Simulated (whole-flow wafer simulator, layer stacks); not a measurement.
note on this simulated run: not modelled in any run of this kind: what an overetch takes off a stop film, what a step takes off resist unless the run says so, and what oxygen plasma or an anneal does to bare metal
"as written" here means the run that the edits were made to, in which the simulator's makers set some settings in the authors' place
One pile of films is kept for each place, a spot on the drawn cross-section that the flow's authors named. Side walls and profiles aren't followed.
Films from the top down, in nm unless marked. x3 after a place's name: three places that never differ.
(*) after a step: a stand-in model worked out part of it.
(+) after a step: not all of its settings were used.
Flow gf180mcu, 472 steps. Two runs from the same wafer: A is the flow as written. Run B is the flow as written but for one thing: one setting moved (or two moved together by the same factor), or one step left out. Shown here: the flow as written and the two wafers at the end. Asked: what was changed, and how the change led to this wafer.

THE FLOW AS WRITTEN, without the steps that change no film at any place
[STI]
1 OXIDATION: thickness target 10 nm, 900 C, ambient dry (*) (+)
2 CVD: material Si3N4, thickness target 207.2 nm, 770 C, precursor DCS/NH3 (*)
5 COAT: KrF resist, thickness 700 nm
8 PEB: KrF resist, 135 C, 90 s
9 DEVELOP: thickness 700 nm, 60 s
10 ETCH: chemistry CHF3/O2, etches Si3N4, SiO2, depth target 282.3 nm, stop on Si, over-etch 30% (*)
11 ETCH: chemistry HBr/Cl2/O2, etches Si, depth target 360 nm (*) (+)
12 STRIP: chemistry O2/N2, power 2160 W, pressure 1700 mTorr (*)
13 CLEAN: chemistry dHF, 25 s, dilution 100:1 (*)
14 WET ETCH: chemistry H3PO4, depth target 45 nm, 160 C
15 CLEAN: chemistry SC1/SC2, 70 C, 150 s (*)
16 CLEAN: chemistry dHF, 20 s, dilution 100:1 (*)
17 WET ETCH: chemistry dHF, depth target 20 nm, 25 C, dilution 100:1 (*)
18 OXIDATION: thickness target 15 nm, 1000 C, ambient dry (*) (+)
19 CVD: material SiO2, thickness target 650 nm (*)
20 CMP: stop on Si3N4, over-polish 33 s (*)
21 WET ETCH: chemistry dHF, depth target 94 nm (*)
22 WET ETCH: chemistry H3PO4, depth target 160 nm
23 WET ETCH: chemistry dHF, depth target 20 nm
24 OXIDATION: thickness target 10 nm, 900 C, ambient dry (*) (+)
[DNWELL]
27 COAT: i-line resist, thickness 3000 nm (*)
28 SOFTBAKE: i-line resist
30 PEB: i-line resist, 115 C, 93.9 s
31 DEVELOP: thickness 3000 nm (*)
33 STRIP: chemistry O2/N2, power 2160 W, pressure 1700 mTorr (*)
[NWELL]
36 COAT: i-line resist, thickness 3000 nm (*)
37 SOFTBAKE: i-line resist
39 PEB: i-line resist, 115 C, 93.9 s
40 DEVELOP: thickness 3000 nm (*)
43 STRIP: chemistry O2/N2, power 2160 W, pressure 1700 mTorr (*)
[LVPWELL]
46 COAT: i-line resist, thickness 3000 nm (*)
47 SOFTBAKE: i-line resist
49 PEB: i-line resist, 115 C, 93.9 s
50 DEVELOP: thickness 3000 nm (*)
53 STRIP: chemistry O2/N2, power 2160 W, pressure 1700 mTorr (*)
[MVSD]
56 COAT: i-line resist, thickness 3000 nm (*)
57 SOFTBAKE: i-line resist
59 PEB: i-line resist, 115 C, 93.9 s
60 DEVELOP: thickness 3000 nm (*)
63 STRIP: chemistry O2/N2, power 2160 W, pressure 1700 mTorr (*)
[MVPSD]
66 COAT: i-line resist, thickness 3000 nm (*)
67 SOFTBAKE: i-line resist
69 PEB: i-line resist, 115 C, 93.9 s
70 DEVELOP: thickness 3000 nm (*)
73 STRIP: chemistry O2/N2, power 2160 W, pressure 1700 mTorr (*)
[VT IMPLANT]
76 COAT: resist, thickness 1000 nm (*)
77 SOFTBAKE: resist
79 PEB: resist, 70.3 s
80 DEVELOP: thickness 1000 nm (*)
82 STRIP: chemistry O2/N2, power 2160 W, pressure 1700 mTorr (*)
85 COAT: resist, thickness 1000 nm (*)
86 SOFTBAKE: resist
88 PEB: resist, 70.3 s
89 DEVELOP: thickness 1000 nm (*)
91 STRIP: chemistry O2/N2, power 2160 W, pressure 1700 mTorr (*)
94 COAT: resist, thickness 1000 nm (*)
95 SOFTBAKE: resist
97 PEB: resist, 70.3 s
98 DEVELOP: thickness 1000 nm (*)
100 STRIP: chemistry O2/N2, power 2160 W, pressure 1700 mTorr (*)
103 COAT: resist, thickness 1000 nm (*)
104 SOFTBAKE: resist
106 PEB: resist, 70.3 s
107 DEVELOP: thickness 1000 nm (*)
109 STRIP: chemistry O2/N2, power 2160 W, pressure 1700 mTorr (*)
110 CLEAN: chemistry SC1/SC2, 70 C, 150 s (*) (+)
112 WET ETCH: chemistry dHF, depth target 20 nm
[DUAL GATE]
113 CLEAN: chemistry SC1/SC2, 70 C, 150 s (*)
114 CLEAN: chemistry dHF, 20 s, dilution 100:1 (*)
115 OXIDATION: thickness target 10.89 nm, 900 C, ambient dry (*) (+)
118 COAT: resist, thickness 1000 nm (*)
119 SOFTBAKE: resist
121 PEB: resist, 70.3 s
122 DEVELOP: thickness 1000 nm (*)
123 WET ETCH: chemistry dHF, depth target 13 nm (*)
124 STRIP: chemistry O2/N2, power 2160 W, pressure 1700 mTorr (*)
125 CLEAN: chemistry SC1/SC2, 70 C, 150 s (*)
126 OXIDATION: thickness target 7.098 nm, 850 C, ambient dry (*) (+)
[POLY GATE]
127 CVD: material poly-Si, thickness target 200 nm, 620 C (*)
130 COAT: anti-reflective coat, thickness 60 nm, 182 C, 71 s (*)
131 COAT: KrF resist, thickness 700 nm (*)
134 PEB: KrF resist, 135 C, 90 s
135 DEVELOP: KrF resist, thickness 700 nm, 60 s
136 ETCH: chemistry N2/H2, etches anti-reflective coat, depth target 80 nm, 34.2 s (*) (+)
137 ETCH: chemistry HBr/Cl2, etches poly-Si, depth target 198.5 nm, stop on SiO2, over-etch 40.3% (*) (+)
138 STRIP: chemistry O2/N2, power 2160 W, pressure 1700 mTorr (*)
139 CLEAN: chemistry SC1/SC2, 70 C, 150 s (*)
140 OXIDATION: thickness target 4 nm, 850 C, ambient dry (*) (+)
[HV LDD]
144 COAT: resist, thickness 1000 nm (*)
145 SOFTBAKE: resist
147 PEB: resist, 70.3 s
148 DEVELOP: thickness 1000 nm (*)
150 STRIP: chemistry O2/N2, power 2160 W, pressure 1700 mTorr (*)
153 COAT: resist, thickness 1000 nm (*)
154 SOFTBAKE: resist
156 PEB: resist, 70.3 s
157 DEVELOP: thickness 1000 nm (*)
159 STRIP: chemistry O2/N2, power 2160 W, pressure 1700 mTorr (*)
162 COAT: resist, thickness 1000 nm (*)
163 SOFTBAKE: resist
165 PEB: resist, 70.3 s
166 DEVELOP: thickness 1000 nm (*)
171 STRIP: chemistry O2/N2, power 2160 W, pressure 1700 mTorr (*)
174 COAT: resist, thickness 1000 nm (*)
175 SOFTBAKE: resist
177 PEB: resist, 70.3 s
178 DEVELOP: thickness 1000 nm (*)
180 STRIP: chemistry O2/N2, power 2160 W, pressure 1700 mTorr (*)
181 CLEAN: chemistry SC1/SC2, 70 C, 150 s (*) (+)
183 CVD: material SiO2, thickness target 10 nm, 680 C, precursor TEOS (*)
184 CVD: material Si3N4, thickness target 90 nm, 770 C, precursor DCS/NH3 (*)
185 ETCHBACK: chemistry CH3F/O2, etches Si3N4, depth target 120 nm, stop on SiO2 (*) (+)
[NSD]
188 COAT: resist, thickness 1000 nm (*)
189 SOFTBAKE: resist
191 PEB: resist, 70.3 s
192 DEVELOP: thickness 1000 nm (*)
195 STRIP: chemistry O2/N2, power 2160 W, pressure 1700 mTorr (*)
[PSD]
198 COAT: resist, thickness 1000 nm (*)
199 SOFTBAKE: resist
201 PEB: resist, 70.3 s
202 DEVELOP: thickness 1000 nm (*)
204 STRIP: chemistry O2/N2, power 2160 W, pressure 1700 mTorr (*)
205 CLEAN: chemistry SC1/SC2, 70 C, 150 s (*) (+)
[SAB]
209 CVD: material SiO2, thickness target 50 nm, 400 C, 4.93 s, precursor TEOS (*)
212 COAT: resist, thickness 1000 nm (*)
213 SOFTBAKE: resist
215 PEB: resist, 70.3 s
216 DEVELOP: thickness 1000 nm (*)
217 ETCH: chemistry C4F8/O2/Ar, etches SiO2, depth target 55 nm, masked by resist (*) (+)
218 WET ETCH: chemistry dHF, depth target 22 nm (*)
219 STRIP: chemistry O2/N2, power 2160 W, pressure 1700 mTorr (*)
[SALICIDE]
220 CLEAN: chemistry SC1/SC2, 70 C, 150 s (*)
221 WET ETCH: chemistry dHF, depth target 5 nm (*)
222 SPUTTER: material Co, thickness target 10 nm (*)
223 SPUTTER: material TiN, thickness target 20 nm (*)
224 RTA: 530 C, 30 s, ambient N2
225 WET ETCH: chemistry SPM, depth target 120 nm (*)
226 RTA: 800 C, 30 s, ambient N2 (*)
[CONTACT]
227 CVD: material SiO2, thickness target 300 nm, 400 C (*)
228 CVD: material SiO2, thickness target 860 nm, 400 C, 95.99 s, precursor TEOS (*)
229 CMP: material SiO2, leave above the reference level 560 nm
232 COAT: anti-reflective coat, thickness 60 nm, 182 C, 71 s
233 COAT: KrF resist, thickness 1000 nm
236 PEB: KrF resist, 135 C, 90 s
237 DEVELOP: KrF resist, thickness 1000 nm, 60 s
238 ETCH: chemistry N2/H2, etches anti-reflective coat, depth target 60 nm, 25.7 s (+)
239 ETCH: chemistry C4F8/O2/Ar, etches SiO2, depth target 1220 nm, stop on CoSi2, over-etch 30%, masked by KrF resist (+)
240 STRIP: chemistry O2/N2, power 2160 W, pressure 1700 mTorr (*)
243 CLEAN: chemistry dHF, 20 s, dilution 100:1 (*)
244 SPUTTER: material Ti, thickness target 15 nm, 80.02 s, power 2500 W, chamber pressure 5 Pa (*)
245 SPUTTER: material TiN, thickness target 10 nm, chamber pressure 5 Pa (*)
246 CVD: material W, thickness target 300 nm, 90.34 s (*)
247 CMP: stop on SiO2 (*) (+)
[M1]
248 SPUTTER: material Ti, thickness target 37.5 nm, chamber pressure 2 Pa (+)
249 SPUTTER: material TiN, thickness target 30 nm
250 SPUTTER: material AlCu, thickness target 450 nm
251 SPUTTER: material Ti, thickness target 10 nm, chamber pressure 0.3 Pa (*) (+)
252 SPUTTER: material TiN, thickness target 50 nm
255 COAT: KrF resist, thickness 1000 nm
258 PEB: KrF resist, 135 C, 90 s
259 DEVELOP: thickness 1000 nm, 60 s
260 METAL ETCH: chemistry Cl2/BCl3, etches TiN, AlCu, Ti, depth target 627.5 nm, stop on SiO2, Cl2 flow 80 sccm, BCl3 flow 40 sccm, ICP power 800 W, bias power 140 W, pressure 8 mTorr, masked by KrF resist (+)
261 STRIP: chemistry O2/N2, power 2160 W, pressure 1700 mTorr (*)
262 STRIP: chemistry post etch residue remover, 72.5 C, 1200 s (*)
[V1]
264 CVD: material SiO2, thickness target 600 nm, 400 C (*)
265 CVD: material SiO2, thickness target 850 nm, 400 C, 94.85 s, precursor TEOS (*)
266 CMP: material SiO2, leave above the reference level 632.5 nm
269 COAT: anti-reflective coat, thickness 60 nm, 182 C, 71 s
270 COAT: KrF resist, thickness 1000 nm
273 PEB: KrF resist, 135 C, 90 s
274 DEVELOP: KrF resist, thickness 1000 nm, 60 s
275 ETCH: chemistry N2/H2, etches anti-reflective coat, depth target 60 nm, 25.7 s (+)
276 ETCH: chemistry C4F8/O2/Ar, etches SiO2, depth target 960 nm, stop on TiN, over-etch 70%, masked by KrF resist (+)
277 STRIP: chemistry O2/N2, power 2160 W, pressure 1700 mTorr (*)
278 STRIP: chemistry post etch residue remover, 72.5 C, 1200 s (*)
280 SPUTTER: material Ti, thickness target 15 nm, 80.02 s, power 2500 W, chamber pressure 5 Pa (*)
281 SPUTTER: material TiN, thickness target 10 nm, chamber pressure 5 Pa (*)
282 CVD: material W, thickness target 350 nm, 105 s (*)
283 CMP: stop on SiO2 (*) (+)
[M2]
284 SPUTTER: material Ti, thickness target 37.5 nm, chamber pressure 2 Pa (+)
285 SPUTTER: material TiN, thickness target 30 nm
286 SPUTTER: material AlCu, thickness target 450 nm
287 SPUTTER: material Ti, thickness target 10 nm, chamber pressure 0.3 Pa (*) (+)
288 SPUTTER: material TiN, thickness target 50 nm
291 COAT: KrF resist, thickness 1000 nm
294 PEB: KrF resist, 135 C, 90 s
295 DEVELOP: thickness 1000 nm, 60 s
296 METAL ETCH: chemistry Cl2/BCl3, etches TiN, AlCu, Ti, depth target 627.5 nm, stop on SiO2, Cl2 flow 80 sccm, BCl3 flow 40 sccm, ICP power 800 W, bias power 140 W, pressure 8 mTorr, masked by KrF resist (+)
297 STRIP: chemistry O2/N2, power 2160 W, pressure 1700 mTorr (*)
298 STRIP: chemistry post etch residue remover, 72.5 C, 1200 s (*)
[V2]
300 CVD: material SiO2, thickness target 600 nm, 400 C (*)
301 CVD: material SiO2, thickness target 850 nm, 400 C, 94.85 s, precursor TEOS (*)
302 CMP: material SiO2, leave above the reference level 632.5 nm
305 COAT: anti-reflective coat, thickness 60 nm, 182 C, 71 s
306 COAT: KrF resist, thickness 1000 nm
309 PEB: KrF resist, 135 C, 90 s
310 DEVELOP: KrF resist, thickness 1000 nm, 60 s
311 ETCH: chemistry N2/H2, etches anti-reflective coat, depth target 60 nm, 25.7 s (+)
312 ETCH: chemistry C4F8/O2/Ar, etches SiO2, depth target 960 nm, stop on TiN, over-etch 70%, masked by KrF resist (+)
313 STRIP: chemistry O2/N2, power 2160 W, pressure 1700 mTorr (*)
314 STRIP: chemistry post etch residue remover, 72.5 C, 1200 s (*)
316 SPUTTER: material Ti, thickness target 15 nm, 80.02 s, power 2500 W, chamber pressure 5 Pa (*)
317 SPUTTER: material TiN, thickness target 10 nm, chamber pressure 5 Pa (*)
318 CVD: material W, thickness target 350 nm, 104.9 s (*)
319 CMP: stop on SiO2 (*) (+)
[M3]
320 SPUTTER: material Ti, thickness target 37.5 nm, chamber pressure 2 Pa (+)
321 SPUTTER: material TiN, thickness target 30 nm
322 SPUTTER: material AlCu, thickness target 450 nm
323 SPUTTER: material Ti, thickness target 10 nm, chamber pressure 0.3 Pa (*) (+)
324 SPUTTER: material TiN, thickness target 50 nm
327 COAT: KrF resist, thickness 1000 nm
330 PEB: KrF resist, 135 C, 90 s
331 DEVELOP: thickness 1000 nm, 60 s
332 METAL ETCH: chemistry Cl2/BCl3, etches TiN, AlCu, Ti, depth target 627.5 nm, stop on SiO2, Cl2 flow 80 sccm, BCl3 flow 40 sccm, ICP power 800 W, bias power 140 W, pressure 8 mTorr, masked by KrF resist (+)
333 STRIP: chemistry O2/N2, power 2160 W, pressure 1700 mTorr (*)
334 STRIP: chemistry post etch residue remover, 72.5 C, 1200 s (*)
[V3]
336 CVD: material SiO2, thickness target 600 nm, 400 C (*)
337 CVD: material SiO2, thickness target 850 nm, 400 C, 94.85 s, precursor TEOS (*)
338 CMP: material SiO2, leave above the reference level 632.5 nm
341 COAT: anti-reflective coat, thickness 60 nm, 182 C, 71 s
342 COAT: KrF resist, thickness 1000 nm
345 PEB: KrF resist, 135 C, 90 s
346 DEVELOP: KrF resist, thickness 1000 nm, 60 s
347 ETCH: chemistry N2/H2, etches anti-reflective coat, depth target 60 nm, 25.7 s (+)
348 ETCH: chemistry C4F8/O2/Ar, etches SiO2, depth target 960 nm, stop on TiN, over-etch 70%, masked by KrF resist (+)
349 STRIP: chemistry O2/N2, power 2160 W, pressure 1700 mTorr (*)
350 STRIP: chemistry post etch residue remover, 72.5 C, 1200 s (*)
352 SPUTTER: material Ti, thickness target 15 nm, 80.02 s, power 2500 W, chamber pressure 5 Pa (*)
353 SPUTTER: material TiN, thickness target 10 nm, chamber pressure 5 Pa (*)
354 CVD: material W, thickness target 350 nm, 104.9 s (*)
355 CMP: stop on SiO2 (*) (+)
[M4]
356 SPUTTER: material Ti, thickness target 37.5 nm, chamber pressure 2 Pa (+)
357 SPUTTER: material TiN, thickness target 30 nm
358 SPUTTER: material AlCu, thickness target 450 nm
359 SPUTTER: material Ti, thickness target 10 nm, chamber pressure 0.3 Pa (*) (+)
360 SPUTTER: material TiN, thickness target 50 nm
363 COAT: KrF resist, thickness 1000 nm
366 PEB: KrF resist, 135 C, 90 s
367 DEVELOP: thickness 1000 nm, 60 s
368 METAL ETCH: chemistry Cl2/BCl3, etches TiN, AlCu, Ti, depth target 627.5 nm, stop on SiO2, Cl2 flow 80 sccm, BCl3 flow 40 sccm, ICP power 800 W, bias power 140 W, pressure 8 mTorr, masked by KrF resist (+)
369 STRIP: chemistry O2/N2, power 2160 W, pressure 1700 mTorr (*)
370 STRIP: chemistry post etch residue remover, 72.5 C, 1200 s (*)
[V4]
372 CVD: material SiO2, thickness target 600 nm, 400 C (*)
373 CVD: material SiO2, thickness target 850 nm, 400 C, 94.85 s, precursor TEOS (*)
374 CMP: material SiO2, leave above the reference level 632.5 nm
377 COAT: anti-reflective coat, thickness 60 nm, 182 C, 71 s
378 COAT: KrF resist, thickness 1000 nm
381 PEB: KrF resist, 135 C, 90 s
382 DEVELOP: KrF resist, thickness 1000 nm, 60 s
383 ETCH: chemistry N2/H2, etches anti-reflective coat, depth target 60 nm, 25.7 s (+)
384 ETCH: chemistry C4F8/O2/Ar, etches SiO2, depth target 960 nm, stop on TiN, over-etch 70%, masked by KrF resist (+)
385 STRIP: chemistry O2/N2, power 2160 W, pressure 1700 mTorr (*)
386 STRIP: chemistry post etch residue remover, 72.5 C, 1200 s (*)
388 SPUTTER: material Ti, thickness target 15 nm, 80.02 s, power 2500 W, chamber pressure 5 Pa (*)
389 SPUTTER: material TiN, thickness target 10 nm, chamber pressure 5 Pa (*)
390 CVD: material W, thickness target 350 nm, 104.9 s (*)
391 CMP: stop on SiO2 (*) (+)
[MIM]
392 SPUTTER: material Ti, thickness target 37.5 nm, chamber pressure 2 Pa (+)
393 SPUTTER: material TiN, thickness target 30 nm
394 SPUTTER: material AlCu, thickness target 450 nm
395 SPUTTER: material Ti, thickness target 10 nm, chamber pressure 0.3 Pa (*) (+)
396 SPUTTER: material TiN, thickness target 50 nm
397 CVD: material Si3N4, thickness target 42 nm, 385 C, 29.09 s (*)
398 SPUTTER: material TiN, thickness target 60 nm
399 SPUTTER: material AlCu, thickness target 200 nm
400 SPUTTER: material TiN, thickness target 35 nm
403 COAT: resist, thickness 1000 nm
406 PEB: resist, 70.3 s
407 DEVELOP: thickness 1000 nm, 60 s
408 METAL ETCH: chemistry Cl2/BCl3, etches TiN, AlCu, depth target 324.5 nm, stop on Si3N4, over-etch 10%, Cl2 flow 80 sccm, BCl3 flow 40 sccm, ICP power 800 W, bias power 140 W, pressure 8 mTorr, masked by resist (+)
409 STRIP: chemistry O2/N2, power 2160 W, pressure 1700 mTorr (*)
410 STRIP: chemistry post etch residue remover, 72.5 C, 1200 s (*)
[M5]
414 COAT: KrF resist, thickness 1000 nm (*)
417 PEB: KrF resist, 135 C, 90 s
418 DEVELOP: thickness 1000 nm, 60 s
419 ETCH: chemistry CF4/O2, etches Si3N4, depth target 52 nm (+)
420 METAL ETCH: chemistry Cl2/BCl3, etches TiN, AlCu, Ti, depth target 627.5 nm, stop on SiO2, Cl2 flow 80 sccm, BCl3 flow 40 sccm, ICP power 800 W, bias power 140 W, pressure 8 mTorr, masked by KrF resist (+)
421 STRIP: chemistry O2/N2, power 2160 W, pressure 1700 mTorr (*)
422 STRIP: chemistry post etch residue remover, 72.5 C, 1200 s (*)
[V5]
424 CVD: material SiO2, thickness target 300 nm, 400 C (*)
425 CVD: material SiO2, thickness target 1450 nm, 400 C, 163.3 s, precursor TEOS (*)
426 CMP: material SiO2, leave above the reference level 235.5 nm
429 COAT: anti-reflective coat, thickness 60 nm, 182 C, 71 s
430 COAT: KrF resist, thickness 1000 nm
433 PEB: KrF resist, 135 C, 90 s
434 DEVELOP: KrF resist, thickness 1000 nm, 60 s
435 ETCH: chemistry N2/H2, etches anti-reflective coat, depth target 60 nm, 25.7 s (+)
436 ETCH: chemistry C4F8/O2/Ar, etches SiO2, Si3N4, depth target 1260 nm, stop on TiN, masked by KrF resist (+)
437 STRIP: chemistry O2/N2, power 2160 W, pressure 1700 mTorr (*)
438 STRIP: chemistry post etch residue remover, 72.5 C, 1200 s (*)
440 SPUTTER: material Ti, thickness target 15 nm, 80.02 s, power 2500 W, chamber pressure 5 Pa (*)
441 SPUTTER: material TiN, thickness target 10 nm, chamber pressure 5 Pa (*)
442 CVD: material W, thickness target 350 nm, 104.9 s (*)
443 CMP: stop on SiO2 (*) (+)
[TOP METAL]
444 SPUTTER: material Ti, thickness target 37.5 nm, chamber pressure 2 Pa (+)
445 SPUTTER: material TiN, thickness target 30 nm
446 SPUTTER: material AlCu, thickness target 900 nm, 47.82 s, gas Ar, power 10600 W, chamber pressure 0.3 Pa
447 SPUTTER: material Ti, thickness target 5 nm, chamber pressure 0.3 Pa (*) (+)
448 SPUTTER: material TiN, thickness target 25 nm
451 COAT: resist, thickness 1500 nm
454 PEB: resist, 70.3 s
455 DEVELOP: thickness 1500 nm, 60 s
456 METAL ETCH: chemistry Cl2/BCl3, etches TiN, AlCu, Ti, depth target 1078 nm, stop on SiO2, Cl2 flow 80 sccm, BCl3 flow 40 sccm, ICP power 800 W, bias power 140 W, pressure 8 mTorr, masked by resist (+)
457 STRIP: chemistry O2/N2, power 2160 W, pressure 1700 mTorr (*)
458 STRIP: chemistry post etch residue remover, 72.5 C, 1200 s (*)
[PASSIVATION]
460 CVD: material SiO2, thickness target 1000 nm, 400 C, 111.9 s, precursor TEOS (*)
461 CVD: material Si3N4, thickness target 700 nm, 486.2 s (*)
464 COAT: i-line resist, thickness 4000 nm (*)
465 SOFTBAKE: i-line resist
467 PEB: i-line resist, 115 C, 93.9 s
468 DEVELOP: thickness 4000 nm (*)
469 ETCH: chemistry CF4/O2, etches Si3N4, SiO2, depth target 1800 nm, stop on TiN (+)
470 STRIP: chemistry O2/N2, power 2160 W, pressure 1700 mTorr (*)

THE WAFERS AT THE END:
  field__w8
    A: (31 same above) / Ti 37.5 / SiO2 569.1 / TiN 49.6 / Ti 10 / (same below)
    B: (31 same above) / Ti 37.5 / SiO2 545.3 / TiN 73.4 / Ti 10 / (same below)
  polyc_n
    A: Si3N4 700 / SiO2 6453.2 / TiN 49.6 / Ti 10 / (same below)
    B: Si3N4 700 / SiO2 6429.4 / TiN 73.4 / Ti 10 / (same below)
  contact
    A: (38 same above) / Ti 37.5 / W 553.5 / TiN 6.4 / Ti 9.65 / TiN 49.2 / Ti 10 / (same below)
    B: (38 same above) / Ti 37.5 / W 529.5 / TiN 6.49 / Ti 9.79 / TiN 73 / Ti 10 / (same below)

The cause: step 252, SPUTTER: thickness target 73.8 nm was run, where the flow has thickness target 50 nm.

How the change led to this, step by step:
  252 SPUTTER: material TiN, thickness target 50 nm
      field, field__w1, field__w2 and 108 more: A TiN +50 (new film) | B TiN +73.8 (new film)
  260 METAL ETCH: chemistry Cl2/BCl3, etches TiN, AlCu, Ti, depth target 627.5 nm, stop on SiO2, Cl2 flow 80 sccm, BCl3 flow 40 sccm, ICP power 800 W, bias power 140 W, pressure 8 mTorr, masked by KrF resist (+)
      field, field__w1, field__w2 and 99 more: A TiN -50 (all of it), Ti -10 (all of it), AlCu -450 (all of it), TiN -30 (all of it), Ti -37.5 (all of it) | B TiN -73.8 (all of it), Ti -10 (all of it), AlCu -450 (all of it), TiN -30 (all of it), Ti -37.5 (all of it)
  266 CMP: material SiO2, leave above the reference level 632.5 nm
      field__w8, contact, m1 and 6 more: A SiO2 -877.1 | B SiO2 -900.9
  276 ETCH: chemistry C4F8/O2/Ar, etches SiO2, depth target 960 nm, stop on TiN, over-etch 70%, masked by KrF resist (+)
      field, field__w1, field__w2 and 107 more: A KrF resist -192 | B KrF resist -186.5
      contact: A SiO2 -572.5 (all of it) | B SiO2 -548.7 (all of it)
  282 CVD: material W, thickness target 350 nm, 105 s (*)
      contact: A W +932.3 (new film) | B W +908.3 (new film)
